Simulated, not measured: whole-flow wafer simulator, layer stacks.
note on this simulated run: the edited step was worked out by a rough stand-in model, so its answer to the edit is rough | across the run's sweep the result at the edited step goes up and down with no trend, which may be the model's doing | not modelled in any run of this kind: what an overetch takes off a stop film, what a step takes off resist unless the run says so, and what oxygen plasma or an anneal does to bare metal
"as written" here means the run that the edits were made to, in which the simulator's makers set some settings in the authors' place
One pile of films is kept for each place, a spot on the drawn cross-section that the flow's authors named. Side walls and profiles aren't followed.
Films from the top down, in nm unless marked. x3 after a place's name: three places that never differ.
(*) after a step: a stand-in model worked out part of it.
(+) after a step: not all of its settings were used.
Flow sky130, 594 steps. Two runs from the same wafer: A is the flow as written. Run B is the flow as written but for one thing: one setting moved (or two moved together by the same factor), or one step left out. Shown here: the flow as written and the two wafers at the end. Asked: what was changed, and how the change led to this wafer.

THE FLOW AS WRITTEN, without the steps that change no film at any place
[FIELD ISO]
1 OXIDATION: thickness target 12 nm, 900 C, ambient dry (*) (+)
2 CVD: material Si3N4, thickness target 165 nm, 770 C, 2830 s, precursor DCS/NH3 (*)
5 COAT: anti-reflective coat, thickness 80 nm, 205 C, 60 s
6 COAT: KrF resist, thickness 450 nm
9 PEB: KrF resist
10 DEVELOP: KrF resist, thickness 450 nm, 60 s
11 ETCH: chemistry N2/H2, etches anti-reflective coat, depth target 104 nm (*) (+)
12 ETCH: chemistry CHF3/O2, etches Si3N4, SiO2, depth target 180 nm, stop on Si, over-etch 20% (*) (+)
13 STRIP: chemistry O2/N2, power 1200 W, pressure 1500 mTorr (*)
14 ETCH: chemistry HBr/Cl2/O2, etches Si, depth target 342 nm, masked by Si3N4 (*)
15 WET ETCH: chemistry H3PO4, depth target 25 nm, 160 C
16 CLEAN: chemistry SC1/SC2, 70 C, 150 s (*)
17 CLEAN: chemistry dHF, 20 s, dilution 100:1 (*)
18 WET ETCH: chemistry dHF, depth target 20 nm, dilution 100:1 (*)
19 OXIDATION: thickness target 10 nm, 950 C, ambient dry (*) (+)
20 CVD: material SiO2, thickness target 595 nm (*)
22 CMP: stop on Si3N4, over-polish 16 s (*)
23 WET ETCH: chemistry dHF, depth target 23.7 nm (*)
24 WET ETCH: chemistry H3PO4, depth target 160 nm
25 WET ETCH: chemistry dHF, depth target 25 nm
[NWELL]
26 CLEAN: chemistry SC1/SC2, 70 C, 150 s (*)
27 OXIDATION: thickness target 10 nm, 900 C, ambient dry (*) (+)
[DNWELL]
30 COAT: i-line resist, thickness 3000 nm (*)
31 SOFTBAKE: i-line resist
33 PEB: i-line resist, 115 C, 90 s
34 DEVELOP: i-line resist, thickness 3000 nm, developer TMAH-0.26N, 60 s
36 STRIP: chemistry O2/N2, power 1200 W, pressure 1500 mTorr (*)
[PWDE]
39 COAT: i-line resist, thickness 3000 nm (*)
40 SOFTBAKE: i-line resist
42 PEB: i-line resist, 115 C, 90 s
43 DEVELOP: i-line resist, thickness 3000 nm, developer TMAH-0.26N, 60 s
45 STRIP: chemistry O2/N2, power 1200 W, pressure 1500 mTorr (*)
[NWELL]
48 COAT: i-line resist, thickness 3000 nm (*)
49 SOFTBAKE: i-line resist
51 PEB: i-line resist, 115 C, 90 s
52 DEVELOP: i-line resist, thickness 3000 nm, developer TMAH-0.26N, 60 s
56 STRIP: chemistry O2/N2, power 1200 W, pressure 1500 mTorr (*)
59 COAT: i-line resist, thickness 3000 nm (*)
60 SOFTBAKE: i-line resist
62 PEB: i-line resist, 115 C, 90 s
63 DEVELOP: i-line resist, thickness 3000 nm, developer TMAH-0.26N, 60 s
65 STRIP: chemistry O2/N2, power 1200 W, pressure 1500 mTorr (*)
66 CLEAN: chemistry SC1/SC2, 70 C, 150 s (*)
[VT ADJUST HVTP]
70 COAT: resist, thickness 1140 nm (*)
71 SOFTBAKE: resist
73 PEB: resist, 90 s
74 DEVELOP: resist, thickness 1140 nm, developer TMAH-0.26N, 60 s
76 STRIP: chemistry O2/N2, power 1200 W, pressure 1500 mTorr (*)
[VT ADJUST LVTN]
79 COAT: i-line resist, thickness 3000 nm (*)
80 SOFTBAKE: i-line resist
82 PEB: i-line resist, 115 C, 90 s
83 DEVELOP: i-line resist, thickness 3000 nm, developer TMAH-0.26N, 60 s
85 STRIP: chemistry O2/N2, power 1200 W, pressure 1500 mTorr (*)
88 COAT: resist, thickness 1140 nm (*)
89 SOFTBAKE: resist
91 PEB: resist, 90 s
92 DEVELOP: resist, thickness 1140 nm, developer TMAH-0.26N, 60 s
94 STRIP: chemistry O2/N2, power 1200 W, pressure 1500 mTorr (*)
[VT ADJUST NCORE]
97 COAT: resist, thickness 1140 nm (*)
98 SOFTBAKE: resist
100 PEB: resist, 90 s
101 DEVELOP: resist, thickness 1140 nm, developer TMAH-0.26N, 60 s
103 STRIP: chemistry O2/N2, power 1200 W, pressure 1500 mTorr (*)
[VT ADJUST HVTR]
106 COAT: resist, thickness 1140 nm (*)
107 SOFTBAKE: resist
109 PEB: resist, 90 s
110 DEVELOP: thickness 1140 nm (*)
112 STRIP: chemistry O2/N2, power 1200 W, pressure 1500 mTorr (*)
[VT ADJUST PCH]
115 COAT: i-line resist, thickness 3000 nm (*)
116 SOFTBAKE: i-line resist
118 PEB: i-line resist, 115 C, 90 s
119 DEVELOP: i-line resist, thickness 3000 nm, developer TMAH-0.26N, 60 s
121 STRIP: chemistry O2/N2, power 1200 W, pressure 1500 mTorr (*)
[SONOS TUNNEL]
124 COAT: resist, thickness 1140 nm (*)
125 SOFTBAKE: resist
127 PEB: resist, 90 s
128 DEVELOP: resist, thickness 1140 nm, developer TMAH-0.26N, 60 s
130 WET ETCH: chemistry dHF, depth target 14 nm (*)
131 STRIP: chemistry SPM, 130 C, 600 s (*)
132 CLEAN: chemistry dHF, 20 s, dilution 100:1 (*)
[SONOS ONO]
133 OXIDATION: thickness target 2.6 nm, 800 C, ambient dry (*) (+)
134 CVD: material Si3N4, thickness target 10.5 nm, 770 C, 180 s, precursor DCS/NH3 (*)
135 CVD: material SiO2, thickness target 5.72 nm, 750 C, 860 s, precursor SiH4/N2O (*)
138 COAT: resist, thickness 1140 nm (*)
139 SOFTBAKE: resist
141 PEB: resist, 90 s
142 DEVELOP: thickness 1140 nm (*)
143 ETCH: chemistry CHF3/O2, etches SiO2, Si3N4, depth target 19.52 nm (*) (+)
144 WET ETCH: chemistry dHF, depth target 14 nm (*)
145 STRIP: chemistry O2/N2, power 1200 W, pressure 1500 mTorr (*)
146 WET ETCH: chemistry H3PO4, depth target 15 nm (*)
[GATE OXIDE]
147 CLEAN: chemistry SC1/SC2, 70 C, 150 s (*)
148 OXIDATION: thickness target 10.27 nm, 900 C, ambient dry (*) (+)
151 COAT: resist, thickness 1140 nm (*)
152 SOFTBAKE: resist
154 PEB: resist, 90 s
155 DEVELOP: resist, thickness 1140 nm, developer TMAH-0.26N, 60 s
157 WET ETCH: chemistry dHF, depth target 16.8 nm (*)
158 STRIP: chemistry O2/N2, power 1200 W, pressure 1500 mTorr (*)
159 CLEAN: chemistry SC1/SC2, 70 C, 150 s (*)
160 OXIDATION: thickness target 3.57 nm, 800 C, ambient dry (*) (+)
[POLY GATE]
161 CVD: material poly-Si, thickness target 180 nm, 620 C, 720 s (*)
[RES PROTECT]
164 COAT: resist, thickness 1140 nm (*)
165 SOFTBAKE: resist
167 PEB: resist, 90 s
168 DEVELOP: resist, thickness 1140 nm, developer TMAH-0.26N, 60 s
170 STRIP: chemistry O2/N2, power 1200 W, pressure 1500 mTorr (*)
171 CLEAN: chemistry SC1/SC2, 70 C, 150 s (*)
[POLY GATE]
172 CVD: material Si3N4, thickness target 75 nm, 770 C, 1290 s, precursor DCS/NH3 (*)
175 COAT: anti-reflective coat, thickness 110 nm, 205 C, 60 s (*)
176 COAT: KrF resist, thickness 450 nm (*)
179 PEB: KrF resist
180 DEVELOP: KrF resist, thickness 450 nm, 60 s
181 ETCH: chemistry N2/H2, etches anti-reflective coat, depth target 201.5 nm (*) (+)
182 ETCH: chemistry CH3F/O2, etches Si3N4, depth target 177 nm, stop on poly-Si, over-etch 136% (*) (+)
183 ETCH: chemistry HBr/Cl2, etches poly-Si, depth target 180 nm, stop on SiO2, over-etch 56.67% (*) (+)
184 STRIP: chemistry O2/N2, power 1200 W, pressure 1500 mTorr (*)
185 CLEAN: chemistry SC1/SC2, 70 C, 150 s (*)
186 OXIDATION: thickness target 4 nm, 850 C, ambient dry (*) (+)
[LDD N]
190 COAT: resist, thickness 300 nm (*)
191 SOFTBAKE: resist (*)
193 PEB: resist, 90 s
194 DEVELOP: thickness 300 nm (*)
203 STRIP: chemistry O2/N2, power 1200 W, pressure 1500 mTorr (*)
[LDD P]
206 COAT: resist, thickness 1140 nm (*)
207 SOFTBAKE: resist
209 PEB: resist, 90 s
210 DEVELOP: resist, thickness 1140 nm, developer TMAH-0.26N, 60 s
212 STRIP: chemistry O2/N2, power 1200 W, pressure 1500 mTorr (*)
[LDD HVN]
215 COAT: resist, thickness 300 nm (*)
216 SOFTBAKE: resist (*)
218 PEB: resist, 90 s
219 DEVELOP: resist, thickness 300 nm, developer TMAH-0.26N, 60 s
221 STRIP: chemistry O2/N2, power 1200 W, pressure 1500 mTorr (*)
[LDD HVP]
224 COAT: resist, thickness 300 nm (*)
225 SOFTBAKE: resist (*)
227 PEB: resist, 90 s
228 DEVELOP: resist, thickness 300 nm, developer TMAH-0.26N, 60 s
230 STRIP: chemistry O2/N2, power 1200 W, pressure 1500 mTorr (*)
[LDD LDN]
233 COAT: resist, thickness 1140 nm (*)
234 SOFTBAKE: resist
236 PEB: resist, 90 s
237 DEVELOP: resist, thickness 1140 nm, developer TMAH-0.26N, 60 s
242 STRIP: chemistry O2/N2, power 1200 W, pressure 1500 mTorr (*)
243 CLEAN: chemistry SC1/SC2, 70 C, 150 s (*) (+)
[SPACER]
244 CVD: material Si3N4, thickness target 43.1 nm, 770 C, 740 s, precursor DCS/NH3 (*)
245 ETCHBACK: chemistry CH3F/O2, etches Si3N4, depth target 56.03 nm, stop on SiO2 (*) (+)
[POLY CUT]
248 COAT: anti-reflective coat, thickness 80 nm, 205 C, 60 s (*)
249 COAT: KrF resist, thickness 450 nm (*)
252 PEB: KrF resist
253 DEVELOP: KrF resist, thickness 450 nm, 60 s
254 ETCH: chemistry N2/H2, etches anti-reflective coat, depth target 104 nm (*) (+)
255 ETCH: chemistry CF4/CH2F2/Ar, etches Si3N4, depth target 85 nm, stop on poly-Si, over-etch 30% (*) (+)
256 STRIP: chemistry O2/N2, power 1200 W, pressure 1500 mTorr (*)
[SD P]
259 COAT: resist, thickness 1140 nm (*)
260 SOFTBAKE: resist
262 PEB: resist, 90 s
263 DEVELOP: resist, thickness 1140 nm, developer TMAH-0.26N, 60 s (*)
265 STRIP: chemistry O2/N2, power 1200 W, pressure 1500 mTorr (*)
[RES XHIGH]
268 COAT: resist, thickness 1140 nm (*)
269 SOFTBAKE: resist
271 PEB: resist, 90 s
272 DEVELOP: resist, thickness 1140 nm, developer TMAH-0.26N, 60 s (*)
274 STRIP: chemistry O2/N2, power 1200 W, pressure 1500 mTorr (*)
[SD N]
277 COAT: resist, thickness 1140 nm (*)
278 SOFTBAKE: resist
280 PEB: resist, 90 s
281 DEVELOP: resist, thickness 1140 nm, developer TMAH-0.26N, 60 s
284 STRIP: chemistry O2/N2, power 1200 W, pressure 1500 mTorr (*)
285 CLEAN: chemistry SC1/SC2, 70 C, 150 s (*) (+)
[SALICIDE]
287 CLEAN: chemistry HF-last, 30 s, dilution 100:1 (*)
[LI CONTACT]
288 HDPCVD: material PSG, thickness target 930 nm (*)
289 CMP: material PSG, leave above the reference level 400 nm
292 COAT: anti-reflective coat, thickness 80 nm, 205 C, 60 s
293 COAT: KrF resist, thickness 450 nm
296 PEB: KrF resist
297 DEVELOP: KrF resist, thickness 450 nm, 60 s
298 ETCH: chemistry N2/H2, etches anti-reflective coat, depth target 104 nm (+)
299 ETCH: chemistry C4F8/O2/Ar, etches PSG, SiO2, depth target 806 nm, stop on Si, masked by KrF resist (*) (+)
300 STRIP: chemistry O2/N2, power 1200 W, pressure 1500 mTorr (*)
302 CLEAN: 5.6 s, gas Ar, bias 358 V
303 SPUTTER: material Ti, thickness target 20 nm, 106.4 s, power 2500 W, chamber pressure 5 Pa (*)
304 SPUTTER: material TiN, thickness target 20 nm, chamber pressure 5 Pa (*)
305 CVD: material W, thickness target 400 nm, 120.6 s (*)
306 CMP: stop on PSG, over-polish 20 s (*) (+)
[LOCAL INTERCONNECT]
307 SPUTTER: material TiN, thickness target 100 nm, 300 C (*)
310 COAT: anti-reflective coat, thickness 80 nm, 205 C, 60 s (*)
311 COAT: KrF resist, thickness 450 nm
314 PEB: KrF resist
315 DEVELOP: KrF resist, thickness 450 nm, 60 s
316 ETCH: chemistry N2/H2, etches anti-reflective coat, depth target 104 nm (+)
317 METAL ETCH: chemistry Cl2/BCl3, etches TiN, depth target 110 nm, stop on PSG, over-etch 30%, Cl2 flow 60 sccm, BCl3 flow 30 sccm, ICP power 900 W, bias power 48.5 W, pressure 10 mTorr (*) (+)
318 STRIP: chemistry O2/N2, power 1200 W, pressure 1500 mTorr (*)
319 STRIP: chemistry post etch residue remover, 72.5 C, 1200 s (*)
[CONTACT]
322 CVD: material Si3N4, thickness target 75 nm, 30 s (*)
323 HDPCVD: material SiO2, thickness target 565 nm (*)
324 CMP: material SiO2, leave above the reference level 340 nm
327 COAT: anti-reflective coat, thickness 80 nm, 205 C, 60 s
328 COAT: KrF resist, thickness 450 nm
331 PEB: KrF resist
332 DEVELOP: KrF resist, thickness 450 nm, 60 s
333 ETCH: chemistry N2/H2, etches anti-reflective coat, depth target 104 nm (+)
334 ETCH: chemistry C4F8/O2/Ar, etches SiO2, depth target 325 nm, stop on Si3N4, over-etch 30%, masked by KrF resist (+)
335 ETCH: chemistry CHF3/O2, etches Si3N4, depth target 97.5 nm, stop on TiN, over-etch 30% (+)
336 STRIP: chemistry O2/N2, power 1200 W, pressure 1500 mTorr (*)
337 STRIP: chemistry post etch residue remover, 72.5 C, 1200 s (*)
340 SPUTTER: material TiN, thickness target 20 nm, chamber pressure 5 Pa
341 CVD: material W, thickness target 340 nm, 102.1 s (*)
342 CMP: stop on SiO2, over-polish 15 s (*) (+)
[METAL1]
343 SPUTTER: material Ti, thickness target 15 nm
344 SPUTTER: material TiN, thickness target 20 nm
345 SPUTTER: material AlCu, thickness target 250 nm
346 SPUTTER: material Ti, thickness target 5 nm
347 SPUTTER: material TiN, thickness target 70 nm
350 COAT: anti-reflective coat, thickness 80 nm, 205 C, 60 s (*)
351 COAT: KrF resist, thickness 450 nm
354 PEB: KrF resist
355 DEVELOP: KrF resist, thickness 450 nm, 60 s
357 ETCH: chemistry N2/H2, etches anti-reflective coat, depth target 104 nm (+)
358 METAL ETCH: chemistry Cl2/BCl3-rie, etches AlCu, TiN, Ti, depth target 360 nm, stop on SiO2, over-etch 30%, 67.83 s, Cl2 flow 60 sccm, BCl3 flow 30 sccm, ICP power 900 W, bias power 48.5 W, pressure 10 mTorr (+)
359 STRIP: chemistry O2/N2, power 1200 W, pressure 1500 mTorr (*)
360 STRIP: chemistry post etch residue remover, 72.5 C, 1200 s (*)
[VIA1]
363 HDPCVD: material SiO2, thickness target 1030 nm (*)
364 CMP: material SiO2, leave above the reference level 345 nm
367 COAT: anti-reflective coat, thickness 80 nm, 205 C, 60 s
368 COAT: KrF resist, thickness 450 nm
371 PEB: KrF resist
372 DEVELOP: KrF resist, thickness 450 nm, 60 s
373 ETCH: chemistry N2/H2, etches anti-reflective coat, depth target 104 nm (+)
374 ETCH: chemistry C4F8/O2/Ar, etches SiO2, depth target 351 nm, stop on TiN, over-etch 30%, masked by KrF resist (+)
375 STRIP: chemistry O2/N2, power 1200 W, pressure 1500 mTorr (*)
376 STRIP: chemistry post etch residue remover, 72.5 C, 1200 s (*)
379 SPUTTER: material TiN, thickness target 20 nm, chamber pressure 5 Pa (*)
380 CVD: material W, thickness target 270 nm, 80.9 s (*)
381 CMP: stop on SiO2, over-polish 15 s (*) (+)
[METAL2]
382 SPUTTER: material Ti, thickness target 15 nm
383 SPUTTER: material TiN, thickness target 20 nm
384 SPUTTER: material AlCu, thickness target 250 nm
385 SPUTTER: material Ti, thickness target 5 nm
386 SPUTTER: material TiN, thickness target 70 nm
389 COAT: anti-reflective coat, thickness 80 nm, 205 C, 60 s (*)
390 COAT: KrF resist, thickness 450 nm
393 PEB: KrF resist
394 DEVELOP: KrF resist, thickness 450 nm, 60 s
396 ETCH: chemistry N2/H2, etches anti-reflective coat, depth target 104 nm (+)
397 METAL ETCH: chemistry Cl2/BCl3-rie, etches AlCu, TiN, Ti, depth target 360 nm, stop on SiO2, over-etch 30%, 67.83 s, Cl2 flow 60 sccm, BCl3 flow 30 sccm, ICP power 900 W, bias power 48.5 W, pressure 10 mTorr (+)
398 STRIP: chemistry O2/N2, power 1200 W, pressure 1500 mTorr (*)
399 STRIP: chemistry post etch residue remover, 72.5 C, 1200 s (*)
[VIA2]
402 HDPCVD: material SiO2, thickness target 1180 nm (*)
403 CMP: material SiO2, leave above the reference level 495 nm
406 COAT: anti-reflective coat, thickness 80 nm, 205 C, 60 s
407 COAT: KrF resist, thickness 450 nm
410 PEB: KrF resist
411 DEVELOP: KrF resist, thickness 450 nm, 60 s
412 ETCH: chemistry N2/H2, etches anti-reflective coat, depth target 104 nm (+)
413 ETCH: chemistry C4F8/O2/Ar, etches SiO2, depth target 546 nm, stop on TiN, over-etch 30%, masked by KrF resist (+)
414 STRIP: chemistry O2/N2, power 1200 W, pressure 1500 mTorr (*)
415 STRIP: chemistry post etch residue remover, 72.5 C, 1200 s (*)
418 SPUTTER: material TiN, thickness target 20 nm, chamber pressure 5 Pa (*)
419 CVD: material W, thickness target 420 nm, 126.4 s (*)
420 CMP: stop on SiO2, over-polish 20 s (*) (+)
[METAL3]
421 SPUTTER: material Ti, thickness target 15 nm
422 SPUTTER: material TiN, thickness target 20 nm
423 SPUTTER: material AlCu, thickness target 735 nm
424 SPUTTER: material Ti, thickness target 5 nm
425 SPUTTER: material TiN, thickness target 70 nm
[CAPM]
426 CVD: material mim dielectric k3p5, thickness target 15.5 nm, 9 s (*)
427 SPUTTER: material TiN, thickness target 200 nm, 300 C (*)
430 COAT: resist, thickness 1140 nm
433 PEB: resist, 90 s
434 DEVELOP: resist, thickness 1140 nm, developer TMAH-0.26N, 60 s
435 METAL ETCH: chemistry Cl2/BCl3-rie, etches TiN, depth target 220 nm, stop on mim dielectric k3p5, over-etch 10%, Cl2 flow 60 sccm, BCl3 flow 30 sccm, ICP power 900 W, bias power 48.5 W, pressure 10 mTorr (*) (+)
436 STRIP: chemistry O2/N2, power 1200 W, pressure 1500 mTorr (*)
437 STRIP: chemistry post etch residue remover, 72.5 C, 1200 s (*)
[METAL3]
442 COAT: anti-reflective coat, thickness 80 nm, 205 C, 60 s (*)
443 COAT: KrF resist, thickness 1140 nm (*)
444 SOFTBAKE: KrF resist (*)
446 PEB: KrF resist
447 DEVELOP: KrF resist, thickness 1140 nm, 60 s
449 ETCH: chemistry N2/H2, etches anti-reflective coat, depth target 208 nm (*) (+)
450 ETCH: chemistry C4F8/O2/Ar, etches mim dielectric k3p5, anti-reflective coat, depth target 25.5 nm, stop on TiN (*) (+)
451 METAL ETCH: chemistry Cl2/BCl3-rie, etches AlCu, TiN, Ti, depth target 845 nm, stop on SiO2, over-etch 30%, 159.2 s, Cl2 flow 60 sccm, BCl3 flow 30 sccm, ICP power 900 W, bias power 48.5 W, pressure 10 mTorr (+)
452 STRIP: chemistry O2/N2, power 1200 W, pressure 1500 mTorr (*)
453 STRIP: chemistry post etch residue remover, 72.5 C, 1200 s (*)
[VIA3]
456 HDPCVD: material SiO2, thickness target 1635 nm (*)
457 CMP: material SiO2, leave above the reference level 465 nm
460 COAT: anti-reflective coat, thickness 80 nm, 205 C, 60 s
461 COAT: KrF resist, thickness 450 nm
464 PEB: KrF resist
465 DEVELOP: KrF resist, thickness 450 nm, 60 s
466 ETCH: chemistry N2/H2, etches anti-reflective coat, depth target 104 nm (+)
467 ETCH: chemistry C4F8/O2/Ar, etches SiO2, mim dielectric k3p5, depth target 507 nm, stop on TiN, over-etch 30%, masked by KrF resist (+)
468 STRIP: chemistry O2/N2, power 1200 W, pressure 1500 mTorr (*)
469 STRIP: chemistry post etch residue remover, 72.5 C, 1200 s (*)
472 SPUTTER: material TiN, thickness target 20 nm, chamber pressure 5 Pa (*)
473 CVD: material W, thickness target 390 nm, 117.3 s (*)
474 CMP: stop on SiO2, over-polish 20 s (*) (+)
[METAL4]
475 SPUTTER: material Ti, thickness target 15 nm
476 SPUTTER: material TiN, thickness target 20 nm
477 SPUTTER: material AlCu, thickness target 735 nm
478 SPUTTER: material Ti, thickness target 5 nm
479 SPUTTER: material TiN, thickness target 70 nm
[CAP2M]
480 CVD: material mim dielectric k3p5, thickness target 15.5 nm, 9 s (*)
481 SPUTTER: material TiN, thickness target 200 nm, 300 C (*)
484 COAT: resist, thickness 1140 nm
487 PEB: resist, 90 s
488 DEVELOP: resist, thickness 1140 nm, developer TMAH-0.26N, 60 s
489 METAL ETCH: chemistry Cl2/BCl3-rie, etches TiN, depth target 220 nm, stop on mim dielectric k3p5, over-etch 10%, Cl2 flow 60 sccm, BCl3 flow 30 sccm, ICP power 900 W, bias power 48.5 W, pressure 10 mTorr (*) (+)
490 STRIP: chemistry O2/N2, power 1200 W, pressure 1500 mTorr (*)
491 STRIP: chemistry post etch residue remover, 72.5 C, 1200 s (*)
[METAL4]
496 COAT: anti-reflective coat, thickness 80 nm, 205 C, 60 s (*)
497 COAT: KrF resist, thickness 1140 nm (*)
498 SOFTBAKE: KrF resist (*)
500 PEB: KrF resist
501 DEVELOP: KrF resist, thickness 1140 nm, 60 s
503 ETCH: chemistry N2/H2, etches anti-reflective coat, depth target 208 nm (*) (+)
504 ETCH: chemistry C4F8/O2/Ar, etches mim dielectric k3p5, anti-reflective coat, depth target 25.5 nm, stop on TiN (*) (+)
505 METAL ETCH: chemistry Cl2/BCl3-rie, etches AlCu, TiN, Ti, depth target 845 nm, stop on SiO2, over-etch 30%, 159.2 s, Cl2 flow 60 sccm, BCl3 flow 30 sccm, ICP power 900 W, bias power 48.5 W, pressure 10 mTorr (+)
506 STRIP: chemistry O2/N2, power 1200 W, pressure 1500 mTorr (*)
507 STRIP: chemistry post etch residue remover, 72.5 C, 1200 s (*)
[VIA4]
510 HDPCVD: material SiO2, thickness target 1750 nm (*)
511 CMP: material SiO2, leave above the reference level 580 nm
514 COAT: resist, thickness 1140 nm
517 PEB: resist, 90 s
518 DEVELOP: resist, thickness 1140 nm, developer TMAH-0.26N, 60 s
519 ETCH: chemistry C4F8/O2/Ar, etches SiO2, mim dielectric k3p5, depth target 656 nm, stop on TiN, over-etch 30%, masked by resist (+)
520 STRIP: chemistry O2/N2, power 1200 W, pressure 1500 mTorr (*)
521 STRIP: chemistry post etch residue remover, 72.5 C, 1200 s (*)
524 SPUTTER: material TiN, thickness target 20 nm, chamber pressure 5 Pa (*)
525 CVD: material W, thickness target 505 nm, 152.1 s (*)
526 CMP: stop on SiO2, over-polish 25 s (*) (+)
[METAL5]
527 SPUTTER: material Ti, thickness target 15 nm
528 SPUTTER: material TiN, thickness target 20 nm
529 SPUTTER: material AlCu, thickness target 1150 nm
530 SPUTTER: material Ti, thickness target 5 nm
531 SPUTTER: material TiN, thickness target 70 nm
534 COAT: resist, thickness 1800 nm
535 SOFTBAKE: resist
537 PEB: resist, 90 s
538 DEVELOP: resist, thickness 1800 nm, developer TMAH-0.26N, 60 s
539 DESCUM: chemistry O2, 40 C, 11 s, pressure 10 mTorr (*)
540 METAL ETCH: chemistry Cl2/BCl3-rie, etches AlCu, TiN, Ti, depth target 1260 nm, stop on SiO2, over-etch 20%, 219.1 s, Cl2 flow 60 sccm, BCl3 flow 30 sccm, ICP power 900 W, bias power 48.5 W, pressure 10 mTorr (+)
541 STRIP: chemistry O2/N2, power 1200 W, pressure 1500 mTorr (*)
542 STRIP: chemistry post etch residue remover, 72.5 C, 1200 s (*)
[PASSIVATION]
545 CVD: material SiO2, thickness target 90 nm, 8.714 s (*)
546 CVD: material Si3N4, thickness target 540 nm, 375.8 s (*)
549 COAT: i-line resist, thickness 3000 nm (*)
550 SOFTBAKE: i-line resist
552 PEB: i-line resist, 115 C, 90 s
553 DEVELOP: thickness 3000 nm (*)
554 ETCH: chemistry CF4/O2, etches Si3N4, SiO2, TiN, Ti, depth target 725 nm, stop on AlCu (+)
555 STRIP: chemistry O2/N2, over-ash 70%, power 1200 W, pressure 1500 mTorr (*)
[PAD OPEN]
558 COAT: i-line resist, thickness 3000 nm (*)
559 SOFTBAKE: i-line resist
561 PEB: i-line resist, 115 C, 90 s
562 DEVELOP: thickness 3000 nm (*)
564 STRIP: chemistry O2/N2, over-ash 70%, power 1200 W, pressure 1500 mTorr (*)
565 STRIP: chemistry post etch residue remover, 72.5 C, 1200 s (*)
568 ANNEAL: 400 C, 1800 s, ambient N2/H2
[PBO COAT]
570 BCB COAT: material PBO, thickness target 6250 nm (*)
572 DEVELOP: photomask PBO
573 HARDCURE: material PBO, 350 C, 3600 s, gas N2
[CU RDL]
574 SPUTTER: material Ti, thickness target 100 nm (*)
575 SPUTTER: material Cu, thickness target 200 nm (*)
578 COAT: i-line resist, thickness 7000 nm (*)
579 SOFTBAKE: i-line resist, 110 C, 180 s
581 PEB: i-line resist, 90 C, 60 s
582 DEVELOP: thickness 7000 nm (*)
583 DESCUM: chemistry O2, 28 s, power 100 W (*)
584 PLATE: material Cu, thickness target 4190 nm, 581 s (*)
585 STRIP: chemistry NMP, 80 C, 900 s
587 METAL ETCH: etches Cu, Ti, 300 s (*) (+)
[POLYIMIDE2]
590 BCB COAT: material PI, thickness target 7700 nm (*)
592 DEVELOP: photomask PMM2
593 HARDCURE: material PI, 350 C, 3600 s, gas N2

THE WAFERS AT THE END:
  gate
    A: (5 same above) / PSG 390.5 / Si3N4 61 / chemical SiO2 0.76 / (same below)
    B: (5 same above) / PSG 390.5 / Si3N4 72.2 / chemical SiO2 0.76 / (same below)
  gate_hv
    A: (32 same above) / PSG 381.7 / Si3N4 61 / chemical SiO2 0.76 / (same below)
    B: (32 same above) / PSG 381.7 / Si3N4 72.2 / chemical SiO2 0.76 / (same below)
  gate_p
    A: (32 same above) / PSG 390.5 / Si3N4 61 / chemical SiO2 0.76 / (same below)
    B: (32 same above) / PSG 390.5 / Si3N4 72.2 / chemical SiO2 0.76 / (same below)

The cause: step 245, ETCHBACK: depth target 44.82 nm was run, where the flow has depth target 56.03 nm.

How the change led to this, step by step:
  245 ETCHBACK: chemistry CH3F/O2, etches Si3N4, depth target 56.03 nm, stop on SiO2 (*) (+)
      field, active, p_well and 101 more: A Si3N4 -43.1 (all of it), SiO2 -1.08 | B Si3N4 -43.1 (all of it), SiO2 -0.14
      n_well, gate, gate_hv and 74 more: A Si3N4 -56 | B Si3N4 -44.8
  248 COAT: anti-reflective coat, thickness 80 nm, 205 C, 60 s (*)
      active_p, active_p_hvt: A anti-reflective coat +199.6 (new film) | B anti-reflective coat +207.1 (new film)
      field: A anti-reflective coat +105.5 (new film) | B anti-reflective coat +107.8 (new film)
      (and at 68 more places)
  249 COAT: KrF resist, thickness 450 nm (*)
      n_well: A KrF resist +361 (new film) | B KrF resist +353.2 (new film)
      pad: A KrF resist +351.3 (new film) | B KrF resist +343.5 (new film)
      (and at 11 more places)
  253 DEVELOP: KrF resist, thickness 450 nm, 60 s
      rxpo_ln: A KrF resist -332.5 (all of it) | B KrF resist -324.4 (all of it)
  254 ETCH: chemistry N2/H2, etches anti-reflective coat, depth target 104 nm (*) (+)
      rpo_ln: A anti-reflective coat -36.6 (all of it), Si3N4 -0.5 | B anti-reflective coat -35.8 (all of it), Si3N4 -0.49
      rxpo_ln: A anti-reflective coat -22.4 (all of it), Si3N4 -0.69 | B anti-reflective coat -23.8 (all of it), Si3N4 -0.65
  255 ETCH: chemistry CF4/CH2F2/Ar, etches Si3N4, depth target 85 nm, stop on poly-Si, over-etch 30% (*) (+)
      field, active, n_well and 180 more: A KrF resist -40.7 | B KrF resist -42.5
      poly_licon: A Si3N4 -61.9 (all of it), chemical SiO2 -0.76 (all of it) | B Si3N4 -73.1 (all of it), chemical SiO2 -0.76 (all of it)
      (and at 6 more places)
  256 STRIP: chemistry O2/N2, power 1200 W, pressure 1500 mTorr (*)
      field: A KrF resist -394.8 (all of it), anti-reflective coat -105.5 (all of it) | B KrF resist -396.5 (all of it), anti-reflective coat -107.8 (all of it)
      active: A KrF resist -325.2 (all of it), anti-reflective coat -212.8 (all of it) | B KrF resist -320.3 (all of it), anti-reflective coat -221.4 (all of it)
      (and at 83 more places)
  289 CMP: material PSG, leave above the reference level 400 nm
      mim, vpp_sp, vpp_ln and 30 more: A PSG -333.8 | B PSG -323.5
      active, p_well, sd_n and 19 more: A PSG -285.8 | B PSG -275.5
      (and at 58 more places)
  299 ETCH: chemistry C4F8/O2/Ar, etches PSG, SiO2, depth target 806 nm, stop on Si, masked by KrF resist (*) (+)
      contact, ndiff_licon, ndiff_licon_cpp: A PSG -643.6 (all of it), SiO2 -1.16 (all of it) | B PSG -653.8 (all of it), SiO2 -2.09 (all of it)
      poly_licon, rpo_hd_licon: A PSG -411.9 (all of it) | B PSG -423.1 (all of it)
  303 SPUTTER: material Ti, thickness target 20 nm, 106.4 s, power 2500 W, chamber pressure 5 Pa (*)
      ndiff_licon_cpp: A Ti +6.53 (new film) | B Ti +7.1 (new film)
  306 CMP: stop on PSG, over-polish 20 s (*) (+)
      poly_licon: A W -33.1 | B W -21.9
